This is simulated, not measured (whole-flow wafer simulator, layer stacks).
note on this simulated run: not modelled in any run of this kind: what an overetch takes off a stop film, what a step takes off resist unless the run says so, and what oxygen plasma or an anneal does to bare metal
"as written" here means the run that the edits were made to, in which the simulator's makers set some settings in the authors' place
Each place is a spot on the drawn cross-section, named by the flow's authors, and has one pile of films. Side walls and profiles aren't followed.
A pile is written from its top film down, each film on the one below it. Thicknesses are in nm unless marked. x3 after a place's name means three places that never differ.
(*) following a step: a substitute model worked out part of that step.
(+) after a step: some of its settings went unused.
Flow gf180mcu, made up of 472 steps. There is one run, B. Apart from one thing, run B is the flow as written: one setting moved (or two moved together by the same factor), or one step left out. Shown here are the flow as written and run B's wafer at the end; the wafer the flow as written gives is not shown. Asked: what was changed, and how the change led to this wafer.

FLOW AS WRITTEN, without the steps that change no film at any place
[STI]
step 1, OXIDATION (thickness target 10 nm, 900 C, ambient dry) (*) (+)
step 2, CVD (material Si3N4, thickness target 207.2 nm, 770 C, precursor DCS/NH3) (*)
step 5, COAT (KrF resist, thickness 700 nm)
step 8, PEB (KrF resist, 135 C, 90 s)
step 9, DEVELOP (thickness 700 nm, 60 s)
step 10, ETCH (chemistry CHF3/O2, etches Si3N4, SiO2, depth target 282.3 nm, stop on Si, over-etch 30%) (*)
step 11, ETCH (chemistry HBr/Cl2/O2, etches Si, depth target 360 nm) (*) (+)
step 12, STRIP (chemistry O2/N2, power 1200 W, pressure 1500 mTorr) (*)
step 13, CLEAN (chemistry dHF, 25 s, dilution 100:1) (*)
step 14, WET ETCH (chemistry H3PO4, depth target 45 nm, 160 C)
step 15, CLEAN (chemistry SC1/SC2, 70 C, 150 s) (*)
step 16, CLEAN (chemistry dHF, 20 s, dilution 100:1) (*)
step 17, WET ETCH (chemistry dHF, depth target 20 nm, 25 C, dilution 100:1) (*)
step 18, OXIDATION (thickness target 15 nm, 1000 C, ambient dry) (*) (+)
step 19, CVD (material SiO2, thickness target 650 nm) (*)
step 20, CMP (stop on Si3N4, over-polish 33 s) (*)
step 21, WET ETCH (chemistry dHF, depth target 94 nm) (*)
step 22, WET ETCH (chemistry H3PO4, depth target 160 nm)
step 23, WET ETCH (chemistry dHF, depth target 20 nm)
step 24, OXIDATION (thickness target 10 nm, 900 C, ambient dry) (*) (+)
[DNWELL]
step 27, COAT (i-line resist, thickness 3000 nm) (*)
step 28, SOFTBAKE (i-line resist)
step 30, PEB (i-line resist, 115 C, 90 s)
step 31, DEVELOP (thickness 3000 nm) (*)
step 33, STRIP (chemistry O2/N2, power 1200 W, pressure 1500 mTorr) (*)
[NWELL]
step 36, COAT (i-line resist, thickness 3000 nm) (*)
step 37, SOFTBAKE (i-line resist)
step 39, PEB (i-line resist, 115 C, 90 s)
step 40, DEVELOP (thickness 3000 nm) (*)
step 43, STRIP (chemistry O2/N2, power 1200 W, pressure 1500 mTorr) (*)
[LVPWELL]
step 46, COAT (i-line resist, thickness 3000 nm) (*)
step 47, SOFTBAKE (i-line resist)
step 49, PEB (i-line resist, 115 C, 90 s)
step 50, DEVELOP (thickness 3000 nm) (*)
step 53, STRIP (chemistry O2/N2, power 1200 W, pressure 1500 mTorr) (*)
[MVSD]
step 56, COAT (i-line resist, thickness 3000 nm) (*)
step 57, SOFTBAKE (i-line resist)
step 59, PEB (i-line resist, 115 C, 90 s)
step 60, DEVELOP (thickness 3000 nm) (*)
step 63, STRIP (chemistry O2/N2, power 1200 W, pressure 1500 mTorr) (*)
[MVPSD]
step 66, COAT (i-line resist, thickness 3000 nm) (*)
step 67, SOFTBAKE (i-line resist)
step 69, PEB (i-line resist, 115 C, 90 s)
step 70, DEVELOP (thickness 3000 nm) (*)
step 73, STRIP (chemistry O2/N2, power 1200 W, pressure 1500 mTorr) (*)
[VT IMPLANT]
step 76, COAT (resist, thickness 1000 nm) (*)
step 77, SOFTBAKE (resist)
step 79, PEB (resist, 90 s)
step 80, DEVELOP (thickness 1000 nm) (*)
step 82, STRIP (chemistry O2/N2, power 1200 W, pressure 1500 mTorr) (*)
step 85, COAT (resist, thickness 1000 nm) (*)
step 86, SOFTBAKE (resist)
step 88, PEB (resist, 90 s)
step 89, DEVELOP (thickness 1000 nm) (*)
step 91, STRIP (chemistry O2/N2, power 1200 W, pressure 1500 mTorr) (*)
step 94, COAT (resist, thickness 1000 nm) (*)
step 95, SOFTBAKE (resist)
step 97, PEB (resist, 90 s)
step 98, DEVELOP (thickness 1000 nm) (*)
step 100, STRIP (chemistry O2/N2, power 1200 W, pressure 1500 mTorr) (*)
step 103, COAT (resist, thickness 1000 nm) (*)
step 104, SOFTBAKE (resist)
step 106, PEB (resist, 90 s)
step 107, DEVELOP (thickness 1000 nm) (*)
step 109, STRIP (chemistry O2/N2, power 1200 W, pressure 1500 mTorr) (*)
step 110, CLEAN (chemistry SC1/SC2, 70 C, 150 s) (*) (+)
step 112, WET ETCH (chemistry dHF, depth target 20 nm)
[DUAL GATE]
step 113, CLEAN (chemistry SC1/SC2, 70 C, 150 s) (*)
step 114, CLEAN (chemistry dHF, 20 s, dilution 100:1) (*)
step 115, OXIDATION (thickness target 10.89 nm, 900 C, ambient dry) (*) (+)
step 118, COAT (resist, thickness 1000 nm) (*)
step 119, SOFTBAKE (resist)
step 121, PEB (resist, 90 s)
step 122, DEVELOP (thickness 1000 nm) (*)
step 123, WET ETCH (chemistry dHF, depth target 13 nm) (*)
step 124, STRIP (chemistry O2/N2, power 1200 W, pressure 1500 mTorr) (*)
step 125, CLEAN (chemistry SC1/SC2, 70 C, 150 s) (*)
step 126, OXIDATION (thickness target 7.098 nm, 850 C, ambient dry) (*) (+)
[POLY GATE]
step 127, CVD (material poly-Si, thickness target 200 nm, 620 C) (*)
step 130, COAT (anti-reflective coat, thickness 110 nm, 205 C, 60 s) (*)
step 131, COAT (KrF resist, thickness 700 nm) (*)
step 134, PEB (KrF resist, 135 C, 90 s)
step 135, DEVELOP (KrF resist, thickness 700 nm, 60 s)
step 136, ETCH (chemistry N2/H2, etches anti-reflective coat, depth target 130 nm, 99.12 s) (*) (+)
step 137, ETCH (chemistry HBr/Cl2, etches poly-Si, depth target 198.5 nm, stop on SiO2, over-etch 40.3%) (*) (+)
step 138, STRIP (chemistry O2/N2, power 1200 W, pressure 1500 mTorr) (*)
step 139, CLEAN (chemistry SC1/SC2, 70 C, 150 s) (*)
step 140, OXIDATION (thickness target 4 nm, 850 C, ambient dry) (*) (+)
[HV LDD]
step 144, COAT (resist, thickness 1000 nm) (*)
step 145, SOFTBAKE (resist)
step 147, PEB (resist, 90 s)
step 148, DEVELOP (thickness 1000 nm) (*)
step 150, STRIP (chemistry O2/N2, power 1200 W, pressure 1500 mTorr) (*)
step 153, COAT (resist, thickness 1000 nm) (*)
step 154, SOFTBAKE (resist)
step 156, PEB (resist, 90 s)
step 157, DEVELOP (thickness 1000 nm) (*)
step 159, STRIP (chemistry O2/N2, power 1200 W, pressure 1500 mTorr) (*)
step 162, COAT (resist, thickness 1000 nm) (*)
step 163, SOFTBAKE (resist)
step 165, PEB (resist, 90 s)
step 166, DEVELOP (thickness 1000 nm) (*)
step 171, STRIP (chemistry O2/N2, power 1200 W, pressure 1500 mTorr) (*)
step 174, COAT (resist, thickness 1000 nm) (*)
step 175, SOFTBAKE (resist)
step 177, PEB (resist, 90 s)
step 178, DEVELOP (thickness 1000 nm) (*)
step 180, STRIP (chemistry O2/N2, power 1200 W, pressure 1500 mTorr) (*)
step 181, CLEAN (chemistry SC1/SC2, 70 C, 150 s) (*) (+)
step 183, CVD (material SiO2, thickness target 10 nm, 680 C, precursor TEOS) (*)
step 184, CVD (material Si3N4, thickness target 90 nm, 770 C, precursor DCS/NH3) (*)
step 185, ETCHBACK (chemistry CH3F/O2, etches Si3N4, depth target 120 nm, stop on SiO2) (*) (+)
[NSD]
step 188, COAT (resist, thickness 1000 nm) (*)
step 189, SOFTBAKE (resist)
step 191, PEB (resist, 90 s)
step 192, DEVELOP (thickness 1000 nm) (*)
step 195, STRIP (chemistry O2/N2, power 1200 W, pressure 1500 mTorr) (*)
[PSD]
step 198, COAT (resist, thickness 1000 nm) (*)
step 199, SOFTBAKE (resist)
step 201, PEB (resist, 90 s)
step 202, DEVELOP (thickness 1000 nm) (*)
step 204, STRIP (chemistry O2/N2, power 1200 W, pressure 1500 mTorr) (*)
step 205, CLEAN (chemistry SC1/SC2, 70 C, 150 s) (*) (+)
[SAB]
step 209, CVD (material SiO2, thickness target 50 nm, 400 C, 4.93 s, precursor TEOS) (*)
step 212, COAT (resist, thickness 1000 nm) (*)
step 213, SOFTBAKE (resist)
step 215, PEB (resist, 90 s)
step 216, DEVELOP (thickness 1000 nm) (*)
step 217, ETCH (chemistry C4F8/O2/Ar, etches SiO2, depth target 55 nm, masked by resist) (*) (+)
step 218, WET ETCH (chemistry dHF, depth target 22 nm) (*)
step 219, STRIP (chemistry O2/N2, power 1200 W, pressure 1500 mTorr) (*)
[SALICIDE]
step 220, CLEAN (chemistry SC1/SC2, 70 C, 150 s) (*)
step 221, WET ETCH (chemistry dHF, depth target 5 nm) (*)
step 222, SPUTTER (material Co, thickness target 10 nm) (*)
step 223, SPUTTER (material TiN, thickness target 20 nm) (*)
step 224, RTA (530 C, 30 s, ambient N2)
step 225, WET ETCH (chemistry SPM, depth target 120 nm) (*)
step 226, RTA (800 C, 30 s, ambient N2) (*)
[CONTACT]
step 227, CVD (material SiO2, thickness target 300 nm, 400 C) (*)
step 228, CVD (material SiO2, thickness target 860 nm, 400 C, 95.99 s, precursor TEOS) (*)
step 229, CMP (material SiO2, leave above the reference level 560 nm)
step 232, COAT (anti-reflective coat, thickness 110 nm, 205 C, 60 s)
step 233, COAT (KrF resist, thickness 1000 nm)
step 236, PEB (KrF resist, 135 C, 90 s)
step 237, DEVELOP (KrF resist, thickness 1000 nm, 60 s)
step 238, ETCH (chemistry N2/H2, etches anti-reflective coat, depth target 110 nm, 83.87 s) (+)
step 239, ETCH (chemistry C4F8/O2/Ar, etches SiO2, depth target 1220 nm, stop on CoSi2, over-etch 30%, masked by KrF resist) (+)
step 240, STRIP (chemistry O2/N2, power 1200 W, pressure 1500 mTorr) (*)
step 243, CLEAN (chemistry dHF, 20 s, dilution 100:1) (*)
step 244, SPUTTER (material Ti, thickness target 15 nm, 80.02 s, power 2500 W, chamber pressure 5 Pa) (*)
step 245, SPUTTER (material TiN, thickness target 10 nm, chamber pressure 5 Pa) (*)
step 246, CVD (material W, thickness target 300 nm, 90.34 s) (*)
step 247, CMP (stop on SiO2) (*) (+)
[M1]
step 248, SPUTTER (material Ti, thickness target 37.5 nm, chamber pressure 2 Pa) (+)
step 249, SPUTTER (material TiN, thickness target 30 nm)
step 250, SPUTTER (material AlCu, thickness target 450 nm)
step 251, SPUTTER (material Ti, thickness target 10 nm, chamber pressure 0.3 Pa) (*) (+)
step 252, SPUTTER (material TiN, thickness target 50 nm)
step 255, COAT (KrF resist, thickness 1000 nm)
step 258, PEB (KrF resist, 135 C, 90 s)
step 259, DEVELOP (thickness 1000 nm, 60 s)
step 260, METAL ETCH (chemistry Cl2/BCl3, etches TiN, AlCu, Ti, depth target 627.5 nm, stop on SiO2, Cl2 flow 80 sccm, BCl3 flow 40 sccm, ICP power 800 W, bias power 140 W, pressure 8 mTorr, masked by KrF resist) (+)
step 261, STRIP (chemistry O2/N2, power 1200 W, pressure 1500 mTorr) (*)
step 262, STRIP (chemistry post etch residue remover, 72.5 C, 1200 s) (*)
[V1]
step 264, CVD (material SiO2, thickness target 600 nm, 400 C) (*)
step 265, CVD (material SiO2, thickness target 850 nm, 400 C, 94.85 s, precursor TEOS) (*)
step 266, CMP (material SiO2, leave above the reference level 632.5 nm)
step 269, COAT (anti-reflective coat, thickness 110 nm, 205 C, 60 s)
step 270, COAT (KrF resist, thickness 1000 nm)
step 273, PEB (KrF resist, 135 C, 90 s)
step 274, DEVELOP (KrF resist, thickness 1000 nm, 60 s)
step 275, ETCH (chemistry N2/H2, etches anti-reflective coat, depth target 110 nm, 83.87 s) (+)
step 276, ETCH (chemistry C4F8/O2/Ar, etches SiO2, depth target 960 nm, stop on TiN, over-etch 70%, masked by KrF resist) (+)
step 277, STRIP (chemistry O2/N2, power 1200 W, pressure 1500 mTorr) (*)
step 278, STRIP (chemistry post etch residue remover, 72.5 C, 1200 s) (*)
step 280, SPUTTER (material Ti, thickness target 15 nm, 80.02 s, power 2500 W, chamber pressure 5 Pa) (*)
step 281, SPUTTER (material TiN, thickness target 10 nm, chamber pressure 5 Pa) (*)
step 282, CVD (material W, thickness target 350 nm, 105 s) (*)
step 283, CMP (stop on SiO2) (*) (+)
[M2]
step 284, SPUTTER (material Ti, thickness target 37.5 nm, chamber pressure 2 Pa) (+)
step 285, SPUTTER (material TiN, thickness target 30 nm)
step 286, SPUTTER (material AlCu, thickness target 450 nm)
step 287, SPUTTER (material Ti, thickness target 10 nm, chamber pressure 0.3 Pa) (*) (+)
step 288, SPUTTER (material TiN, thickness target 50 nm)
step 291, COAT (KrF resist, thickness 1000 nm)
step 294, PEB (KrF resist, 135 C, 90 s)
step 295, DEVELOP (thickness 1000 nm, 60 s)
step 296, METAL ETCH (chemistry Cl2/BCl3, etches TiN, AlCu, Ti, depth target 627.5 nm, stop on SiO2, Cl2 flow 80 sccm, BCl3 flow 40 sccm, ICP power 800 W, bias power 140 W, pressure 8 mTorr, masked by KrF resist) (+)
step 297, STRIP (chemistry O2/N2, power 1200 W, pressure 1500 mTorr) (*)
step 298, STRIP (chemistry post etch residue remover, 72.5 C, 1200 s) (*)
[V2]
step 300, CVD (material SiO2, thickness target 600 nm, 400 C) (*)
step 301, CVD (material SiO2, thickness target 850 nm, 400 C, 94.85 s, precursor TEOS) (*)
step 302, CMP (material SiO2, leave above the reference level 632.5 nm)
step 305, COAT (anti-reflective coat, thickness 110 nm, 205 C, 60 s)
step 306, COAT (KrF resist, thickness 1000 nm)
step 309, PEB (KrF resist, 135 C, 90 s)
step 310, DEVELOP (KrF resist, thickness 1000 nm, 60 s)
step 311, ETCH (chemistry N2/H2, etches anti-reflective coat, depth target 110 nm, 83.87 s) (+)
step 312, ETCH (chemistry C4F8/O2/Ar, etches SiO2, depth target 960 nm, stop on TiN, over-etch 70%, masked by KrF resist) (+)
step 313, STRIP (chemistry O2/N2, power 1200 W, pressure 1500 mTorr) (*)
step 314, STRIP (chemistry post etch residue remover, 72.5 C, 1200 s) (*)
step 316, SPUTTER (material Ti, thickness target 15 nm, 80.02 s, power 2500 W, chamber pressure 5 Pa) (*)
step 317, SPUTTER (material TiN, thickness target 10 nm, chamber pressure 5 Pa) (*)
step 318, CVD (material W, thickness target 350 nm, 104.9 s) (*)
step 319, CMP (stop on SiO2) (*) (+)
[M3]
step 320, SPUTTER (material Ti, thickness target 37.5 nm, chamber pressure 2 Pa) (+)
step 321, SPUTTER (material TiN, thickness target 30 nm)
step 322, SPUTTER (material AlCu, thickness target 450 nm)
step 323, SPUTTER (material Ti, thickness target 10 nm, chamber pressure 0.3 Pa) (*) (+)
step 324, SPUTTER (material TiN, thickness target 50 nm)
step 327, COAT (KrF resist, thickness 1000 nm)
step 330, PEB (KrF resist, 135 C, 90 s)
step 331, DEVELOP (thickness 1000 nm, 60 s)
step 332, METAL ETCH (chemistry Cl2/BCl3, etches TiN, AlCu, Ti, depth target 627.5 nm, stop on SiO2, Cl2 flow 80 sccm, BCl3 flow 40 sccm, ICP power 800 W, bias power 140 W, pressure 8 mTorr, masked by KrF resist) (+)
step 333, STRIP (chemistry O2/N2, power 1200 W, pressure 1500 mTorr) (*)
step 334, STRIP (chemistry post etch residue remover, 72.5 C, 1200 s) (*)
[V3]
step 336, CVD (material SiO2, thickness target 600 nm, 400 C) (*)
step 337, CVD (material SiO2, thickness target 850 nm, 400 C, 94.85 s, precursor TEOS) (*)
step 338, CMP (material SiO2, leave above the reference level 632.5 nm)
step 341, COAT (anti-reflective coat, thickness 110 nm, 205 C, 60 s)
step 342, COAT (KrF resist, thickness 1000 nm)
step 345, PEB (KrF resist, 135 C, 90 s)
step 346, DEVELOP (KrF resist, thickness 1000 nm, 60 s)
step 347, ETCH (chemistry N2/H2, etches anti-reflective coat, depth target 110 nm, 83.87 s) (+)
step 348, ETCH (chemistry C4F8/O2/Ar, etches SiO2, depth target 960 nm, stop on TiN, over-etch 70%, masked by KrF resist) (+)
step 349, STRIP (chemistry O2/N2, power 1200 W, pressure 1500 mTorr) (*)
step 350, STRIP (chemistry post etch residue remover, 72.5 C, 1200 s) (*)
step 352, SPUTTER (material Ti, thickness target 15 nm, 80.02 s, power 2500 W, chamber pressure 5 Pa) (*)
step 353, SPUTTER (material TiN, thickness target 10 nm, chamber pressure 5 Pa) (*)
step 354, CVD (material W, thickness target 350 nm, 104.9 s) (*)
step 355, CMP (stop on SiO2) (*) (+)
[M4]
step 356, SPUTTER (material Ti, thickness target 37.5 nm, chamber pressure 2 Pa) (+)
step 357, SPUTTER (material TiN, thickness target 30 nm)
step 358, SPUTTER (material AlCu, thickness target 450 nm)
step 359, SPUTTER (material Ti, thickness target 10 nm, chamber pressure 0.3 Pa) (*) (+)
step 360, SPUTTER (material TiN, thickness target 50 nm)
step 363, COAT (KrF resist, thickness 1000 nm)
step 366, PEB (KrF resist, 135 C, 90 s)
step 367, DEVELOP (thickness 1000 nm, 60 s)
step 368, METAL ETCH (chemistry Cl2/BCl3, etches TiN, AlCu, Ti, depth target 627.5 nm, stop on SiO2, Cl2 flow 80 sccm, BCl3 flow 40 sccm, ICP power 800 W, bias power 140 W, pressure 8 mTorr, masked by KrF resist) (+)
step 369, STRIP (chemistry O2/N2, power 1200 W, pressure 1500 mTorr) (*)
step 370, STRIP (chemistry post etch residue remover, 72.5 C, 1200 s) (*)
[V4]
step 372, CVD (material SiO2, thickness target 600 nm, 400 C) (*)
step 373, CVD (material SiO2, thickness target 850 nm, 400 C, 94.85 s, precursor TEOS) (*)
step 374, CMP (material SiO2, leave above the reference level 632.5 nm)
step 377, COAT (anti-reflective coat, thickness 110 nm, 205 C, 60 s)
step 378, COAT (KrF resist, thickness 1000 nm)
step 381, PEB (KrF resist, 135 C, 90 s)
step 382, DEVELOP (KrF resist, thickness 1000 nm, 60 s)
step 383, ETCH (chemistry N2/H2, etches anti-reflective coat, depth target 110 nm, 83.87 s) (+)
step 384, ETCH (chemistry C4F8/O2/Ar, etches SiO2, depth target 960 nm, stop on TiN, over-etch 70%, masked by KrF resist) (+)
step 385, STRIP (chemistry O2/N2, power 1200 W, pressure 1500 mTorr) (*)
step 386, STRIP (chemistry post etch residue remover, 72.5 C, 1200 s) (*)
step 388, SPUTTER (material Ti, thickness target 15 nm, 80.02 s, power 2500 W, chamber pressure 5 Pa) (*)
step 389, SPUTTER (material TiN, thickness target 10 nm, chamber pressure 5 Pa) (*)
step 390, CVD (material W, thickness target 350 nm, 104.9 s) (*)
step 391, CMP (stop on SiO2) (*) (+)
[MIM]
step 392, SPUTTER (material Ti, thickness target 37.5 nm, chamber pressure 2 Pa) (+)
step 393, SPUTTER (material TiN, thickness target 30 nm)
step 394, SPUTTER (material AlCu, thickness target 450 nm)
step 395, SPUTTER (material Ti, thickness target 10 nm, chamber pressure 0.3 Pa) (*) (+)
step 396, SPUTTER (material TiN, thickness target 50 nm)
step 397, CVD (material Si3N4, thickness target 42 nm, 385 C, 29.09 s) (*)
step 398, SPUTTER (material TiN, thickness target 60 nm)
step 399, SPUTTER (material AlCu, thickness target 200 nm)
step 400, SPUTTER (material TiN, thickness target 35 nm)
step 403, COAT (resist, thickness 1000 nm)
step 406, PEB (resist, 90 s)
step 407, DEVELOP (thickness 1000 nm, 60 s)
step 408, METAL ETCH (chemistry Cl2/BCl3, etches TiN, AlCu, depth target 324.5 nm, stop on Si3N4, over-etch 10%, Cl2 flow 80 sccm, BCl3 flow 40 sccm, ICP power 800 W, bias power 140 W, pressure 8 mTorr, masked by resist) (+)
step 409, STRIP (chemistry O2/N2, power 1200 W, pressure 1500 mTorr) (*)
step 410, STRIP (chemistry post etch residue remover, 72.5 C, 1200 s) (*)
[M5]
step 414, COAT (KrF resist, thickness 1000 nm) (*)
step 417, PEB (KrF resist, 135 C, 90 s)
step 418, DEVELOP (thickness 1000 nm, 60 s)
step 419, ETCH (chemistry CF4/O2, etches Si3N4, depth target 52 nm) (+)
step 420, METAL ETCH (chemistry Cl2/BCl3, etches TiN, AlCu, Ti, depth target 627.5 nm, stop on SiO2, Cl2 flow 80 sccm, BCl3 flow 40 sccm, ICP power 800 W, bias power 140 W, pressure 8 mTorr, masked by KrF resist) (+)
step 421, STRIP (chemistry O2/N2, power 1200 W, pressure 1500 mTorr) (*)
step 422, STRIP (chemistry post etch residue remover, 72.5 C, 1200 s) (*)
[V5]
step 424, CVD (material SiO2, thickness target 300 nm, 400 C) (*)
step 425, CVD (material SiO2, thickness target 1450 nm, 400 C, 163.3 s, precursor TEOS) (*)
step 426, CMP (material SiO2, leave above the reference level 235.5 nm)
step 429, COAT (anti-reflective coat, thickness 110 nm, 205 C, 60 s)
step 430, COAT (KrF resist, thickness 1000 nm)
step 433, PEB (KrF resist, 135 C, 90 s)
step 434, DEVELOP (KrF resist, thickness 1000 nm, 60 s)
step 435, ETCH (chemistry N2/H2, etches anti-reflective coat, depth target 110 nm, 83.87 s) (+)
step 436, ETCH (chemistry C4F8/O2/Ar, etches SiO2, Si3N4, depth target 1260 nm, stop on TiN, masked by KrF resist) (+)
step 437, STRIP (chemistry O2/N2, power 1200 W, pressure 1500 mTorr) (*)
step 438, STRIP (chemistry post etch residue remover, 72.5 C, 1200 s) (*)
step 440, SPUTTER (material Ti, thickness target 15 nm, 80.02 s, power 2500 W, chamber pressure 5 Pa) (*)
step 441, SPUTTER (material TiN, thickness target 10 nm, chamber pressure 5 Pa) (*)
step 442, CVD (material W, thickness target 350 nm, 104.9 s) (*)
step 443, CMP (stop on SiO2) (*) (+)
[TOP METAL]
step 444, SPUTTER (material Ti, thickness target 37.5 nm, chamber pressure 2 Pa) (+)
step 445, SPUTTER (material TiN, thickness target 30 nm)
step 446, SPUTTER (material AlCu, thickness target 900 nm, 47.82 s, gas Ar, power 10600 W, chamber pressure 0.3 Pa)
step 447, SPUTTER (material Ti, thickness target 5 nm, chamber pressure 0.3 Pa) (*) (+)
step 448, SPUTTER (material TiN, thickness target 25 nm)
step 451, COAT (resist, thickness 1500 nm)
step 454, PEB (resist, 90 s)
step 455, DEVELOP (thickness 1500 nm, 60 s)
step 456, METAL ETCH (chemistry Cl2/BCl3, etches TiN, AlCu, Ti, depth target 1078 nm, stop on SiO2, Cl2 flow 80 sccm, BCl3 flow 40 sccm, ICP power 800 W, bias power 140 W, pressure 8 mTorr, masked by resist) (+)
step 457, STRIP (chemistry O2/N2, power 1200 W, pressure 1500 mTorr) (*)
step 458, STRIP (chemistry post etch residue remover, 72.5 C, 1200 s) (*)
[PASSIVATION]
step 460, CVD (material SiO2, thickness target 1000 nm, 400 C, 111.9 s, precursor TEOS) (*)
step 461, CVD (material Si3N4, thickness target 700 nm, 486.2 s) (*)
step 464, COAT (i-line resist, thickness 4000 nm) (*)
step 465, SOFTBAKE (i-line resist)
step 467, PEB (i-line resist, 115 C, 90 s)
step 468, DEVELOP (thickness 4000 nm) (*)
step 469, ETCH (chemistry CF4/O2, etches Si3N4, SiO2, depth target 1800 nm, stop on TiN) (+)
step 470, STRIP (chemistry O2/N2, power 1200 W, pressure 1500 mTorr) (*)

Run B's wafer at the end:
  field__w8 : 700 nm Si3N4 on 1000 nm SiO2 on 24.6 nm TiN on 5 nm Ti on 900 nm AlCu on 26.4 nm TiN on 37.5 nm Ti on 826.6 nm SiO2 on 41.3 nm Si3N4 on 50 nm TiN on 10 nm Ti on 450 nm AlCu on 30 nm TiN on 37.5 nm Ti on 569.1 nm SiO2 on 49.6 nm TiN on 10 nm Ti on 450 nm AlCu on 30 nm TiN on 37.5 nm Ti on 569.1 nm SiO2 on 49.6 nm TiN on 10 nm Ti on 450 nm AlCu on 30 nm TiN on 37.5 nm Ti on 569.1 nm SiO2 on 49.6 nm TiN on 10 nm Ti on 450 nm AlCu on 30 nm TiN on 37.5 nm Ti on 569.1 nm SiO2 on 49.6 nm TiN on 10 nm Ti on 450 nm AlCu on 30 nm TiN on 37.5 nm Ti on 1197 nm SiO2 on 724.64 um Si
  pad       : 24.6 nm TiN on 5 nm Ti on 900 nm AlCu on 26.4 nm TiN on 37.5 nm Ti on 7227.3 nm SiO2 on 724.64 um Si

What caused this: step 445, SPUTTER: thickness target 26.4 nm was run, though the flow has thickness target 30 nm.
The wafer itself shows it: field__w8 has TiN 26.4, and step 445 as written asks for 30 nm.

The path from the change to this, step by step:
  step 445, SPUTTER (material TiN, thickness target 30 nm)
      field, field__w1, field__w2 and 109 more: TiN gains 26.4 (new film) (as written it would have been: TiN gains 30 (new film))
  step 456, METAL ETCH (chemistry Cl2/BCl3, etches TiN, AlCu, Ti, depth target 1078 nm, stop on SiO2, Cl2 flow 80 sccm, BCl3 flow 40 sccm, ICP power 800 W, bias power 140 W, pressure 8 mTorr, masked by resist) (+)
      field, field__w1, field__w2 and 103 more: TiN loses 25 (all of it), Ti loses 5 (all of it), AlCu loses 900 (all of it), TiN loses 26.4 (all of it), Ti loses 37.5 (all of it) (as written it would have been: TiN loses 25 (all of it), Ti loses 5 (all of it), AlCu loses 900 (all of it), TiN loses 30 (all of it), Ti loses 37.5 (all of it))
